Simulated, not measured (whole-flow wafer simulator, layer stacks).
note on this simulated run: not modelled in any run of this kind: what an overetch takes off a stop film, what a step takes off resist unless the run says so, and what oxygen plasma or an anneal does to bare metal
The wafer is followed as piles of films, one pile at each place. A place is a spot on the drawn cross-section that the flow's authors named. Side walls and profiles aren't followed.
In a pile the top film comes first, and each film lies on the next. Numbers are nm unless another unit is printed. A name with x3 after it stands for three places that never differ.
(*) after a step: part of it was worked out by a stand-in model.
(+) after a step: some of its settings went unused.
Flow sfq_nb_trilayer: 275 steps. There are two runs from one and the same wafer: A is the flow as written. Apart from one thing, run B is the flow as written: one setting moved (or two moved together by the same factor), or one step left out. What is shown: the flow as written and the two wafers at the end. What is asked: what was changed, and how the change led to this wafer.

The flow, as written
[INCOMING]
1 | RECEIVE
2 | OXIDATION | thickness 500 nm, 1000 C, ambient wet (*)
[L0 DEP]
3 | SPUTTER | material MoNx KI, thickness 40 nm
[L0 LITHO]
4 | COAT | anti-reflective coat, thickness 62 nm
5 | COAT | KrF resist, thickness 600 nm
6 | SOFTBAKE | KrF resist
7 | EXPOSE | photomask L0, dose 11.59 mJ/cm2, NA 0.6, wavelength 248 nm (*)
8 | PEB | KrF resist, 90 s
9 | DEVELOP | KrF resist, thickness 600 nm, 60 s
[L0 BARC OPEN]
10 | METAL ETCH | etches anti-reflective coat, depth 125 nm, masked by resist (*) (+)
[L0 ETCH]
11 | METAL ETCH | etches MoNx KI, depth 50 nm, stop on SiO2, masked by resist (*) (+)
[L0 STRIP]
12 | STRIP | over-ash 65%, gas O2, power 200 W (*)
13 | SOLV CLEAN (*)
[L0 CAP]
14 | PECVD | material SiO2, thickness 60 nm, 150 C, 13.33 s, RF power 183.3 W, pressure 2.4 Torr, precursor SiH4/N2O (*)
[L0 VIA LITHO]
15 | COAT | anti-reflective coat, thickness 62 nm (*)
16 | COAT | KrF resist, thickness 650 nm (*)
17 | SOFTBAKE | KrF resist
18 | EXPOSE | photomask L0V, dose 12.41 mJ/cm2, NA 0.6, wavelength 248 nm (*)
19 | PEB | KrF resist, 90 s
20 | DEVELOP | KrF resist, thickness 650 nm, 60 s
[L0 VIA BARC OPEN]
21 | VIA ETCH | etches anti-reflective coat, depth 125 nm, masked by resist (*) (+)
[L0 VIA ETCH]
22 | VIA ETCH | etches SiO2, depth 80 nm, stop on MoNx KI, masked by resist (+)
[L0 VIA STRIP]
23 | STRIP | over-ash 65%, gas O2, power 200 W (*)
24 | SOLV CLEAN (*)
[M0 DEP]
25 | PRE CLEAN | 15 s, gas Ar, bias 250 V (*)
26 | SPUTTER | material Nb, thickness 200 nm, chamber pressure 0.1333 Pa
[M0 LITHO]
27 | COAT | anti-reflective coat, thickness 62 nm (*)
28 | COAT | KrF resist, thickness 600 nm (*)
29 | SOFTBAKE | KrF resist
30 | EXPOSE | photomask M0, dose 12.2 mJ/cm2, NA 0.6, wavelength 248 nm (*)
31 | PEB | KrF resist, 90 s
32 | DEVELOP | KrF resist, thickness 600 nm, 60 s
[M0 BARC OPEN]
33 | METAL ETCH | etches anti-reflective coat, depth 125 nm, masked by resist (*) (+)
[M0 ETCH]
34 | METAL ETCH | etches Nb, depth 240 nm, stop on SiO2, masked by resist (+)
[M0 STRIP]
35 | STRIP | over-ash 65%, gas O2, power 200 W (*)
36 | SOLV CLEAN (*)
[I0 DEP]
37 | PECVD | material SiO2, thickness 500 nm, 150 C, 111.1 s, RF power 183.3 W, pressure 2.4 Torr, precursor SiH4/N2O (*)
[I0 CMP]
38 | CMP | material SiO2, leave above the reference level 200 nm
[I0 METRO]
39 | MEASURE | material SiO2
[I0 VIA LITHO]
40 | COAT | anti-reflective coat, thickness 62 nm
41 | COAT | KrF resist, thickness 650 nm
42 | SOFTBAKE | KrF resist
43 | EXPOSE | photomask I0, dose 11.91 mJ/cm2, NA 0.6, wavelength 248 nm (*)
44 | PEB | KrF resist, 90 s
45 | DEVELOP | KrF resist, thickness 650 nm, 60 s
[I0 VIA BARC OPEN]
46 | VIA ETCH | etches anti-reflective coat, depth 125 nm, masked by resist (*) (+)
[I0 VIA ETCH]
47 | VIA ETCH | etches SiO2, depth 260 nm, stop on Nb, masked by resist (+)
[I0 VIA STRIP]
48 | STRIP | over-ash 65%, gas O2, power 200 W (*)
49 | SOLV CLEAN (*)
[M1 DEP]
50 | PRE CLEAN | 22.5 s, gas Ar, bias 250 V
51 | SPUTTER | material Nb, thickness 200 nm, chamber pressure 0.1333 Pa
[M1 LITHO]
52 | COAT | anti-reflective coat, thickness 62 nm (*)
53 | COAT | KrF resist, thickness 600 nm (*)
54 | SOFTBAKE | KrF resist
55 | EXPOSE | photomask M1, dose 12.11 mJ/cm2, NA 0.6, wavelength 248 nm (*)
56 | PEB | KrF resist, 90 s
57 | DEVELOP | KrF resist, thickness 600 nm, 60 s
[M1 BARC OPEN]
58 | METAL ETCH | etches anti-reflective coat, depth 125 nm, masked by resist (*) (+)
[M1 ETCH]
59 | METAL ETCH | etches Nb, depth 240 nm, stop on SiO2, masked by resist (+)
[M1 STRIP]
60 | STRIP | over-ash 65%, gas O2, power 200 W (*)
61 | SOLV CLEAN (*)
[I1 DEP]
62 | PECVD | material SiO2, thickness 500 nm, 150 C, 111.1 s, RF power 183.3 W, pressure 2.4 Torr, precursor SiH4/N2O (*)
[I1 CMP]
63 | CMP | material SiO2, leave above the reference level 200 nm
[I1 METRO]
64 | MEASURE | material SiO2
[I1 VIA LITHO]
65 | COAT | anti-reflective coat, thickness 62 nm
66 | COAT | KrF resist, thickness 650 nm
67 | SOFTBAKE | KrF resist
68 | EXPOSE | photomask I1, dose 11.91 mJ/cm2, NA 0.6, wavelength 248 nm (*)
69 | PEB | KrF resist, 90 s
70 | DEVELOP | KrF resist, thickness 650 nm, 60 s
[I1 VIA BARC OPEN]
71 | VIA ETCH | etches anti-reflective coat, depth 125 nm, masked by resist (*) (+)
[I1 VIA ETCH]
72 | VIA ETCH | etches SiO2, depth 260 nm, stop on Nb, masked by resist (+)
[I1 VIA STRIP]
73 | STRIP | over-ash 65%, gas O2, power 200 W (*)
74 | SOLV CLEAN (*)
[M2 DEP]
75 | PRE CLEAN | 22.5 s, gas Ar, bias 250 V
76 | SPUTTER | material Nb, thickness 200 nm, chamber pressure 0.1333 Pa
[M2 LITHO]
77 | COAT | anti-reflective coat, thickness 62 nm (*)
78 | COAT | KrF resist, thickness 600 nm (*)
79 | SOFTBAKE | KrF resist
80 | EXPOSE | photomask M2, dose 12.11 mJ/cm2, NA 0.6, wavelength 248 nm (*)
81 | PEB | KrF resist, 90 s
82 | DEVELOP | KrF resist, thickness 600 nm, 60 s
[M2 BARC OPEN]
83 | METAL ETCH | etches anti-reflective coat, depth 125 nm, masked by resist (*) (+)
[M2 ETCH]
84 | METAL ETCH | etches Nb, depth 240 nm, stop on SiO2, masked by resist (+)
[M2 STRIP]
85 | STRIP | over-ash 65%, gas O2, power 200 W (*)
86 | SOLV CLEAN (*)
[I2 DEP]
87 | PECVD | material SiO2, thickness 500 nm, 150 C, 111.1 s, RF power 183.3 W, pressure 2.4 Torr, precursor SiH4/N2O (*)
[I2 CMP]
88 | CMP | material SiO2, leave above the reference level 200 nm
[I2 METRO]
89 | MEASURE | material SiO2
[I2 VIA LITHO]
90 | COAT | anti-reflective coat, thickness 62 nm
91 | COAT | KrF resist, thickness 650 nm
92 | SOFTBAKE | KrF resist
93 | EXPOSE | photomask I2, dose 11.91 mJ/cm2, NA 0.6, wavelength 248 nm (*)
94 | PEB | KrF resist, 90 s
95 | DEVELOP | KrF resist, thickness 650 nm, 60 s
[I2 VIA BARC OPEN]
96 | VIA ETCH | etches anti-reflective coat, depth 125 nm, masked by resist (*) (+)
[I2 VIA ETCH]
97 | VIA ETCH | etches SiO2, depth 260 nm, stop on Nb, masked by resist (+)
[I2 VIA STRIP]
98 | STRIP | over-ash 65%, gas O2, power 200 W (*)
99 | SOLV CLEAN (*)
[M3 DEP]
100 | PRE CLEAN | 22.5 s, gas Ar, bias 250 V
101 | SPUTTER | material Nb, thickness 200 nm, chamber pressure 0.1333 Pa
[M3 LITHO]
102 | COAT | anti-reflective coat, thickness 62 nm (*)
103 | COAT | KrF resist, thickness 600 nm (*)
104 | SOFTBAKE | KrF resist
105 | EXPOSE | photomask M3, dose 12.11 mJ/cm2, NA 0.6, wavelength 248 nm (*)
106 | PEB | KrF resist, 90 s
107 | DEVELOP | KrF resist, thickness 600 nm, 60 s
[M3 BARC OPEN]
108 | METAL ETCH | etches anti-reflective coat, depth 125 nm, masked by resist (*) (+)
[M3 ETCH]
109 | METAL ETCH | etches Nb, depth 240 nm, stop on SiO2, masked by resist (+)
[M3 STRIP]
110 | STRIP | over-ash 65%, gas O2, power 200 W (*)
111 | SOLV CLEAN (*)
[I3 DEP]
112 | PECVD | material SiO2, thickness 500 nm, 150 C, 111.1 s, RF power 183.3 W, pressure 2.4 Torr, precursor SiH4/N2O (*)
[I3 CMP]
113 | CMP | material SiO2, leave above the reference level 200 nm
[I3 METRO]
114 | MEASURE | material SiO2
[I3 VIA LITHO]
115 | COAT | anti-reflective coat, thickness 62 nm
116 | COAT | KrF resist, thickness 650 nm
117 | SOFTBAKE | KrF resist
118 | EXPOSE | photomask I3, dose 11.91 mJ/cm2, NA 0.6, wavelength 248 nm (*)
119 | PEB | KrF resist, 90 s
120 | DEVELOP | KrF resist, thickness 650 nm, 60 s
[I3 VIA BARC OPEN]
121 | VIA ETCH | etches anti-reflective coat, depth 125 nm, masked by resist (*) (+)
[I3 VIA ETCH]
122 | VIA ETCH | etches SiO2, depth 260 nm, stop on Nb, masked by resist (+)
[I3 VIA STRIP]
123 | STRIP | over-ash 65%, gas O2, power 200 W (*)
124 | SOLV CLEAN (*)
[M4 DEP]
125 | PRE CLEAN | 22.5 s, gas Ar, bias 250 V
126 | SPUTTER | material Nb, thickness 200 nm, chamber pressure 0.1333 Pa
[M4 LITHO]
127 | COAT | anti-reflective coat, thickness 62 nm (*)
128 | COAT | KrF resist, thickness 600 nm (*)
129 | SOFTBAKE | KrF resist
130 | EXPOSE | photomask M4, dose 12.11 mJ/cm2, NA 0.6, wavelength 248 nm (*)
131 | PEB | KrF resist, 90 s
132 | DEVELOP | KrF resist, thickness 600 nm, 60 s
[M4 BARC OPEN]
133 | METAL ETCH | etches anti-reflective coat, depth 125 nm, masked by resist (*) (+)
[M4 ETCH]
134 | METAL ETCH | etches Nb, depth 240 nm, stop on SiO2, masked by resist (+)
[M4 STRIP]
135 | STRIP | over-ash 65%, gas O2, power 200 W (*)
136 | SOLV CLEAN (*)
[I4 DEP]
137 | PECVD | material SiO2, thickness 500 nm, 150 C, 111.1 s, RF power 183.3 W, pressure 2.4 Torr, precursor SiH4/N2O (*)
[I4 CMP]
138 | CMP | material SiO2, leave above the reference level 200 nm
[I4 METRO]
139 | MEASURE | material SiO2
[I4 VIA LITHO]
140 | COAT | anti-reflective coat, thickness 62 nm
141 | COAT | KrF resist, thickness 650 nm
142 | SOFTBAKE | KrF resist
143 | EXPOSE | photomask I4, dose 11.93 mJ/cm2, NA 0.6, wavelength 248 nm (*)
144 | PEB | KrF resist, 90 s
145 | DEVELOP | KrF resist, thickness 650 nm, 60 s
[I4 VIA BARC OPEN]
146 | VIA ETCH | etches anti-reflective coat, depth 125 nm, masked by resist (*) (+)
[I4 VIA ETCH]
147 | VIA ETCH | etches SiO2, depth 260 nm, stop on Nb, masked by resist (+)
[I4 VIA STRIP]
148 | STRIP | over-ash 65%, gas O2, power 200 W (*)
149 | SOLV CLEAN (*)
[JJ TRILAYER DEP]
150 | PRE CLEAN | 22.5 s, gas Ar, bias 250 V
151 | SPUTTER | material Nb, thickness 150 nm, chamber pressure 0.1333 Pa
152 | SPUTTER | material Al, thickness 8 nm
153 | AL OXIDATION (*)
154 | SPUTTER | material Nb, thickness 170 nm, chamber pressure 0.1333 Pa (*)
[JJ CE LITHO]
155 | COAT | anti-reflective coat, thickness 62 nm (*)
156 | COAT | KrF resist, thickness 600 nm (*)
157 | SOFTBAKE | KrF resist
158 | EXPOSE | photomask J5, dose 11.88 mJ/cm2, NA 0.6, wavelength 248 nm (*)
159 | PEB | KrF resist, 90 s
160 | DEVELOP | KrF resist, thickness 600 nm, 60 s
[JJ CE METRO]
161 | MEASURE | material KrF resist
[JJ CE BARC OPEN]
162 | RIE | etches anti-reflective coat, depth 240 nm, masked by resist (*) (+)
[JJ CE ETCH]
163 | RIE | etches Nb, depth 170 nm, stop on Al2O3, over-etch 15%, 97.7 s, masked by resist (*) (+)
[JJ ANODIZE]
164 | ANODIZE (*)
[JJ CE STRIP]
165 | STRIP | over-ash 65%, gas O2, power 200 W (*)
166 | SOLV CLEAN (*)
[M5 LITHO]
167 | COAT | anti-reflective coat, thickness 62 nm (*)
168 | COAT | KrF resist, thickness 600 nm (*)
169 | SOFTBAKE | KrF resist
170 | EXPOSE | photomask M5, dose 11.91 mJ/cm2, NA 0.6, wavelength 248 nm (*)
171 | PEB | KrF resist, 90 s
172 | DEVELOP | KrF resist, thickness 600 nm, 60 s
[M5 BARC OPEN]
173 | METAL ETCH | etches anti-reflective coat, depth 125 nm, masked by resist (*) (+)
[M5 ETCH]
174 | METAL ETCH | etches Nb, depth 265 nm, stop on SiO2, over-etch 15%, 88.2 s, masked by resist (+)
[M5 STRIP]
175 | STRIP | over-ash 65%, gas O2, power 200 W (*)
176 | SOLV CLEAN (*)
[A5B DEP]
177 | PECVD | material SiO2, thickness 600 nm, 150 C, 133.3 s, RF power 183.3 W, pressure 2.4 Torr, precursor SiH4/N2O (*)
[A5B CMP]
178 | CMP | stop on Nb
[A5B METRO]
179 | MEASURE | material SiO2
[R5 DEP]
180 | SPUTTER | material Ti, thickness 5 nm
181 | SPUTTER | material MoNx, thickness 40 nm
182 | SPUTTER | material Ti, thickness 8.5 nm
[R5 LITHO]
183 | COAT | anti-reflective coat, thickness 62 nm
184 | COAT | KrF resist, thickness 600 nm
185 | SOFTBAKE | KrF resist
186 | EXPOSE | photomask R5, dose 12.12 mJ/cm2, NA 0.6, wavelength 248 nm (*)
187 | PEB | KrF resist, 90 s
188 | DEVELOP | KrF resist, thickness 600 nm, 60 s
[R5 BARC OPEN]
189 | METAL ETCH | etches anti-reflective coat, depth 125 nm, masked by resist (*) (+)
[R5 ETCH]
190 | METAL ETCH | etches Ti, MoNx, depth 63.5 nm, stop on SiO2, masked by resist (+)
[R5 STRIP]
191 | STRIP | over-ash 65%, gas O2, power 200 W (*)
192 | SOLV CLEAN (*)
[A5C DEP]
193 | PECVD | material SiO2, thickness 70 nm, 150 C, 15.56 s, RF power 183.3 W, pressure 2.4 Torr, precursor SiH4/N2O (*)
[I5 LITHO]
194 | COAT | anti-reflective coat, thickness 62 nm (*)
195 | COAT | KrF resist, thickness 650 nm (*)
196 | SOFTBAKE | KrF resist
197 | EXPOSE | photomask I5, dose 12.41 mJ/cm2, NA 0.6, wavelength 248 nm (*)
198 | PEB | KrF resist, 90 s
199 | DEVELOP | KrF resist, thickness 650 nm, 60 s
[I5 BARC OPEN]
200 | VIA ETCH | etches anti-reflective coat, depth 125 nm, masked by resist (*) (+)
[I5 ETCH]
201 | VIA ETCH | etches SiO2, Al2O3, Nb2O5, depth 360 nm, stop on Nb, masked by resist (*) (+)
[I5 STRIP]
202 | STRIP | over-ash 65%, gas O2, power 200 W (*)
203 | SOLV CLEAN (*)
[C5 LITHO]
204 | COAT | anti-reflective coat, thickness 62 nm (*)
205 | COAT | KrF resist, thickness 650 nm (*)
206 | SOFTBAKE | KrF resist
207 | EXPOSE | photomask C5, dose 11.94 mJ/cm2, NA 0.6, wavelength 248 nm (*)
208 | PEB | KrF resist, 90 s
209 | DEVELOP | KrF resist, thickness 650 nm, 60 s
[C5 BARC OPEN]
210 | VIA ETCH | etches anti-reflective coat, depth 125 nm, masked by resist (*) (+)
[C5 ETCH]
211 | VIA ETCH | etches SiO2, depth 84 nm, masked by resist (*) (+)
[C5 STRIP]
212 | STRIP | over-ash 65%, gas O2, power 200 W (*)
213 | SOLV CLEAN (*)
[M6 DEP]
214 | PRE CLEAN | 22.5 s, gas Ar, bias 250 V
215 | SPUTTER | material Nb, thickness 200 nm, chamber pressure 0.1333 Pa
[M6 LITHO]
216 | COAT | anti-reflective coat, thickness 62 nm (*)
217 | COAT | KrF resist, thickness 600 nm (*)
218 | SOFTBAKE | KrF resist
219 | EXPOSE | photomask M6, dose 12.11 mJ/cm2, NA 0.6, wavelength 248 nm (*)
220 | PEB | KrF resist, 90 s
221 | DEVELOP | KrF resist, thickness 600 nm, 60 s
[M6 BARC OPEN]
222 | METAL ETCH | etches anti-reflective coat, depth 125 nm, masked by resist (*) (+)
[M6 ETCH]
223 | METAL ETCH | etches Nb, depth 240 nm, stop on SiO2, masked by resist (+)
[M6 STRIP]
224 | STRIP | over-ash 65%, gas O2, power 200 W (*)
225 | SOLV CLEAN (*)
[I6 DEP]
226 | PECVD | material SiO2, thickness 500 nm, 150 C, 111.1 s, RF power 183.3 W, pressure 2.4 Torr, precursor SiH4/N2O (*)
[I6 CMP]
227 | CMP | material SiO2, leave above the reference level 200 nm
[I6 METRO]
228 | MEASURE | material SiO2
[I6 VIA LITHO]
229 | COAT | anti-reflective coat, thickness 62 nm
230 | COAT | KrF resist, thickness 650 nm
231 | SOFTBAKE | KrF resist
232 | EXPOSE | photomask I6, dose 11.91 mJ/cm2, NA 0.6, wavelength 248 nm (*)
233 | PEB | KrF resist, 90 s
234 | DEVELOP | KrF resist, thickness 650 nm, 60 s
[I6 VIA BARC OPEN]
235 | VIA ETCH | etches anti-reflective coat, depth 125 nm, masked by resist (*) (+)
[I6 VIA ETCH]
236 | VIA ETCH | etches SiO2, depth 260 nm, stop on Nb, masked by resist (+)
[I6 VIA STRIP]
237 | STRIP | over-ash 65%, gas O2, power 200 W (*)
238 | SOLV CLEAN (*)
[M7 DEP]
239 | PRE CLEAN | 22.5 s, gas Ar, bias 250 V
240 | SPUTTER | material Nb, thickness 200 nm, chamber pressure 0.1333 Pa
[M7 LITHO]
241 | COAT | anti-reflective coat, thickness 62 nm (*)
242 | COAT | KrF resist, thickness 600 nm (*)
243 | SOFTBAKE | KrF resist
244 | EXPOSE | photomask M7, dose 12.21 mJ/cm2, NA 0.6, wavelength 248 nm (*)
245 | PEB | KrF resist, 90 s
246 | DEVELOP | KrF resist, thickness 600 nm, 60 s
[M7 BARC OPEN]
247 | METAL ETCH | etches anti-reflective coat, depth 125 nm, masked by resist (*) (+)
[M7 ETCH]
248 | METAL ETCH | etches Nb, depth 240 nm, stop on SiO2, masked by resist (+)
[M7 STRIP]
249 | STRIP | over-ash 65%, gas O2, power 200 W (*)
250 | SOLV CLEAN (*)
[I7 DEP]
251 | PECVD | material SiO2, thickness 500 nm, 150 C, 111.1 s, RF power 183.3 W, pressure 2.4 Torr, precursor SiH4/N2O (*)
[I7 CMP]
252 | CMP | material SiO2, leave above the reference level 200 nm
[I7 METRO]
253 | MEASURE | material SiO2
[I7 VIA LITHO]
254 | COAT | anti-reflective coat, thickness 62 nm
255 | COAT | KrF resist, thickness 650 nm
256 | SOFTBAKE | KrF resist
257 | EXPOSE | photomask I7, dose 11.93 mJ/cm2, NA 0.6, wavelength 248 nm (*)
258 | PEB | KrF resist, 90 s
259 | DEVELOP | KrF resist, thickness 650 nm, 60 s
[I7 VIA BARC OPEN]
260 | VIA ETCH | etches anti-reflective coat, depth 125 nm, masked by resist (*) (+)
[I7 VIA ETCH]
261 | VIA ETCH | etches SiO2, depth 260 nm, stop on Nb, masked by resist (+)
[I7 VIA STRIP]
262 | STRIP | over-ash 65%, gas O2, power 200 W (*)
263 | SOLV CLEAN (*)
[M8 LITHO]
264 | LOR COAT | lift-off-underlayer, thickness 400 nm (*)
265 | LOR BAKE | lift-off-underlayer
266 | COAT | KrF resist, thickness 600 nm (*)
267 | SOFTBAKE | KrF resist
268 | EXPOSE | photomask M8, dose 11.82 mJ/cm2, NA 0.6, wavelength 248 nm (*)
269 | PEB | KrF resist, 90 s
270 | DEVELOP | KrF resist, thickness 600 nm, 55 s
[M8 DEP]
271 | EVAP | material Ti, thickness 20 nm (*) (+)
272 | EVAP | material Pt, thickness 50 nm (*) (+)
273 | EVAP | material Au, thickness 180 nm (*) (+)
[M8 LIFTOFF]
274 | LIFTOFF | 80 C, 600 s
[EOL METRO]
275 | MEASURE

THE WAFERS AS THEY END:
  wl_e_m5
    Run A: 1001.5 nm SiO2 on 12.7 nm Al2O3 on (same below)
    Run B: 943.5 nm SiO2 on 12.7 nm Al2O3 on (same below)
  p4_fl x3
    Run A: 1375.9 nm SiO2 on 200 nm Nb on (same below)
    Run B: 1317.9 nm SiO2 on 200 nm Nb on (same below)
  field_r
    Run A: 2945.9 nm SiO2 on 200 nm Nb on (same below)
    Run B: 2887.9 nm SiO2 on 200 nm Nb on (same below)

What caused this: step 240, SPUTTER: thickness 142 nm was run, whereas the flow has thickness 200 nm.

How this came from the change, step by step:
  240 | SPUTTER | material Nb, thickness 200 nm, chamber pressure 0.1333 Pa
      field_l, v_sur, via_wl and 102 more: A +200 Nb (new film) | B +142 Nb (new film)
      via_v: A +161.1 Nb | B +114.2 Nb
  241 | COAT | anti-reflective coat, thickness 62 nm (*)
      via_v: A +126 anti-reflective coat (new film) | B +122.8 anti-reflective coat (new film)
  248 | METAL ETCH | etches Nb, depth 240 nm, stop on SiO2, masked by resist (+)
      field_l, field_r, lsp_l and 62 more: A -200 Nb (all of it) | B -142 Nb (all of it)
      v_sur, via_wl, via_w and 38 more: A -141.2 KrF resist | B -125.3 KrF resist
  249 | STRIP | over-ash 65%, gas O2, power 200 W (*)
      wl_j_sl, wl_jj, wl_j_sr and 14 more: A -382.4 KrF resist (all of it), -62 anti-reflective coat (all of it) | B -398.3 KrF resist (all of it), -62 anti-reflective coat (all of it)
      ln_m5, lsp_m, ln_m6, lsp_r: A -381.9 KrF resist (all of it), -61.8 anti-reflective coat (all of it) | B -397.8 KrF resist (all of it), -61.8 anti-reflective coat (all of it)
      (and at 20 other places as well)
  251 | PECVD | material SiO2, thickness 500 nm, 150 C, 111.1 s, RF power 183.3 W, pressure 2.4 Torr, precursor SiH4/N2O (*)
      m7r_space_l x2: A +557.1 SiO2 | B +500 SiO2
      via_v: A +621 SiO2 (new film) | B +603.7 SiO2 (new film)
  252 | CMP | material SiO2, leave above the reference level 200 nm
      field_l, p4_fl x3, p4_w1 x9 and 46 more: A -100 SiO2 | B -158 SiO2
      field_r, lsp_l: A -77.7 SiO2 | B -142.1 SiO2
      (and at 3 other places as well)
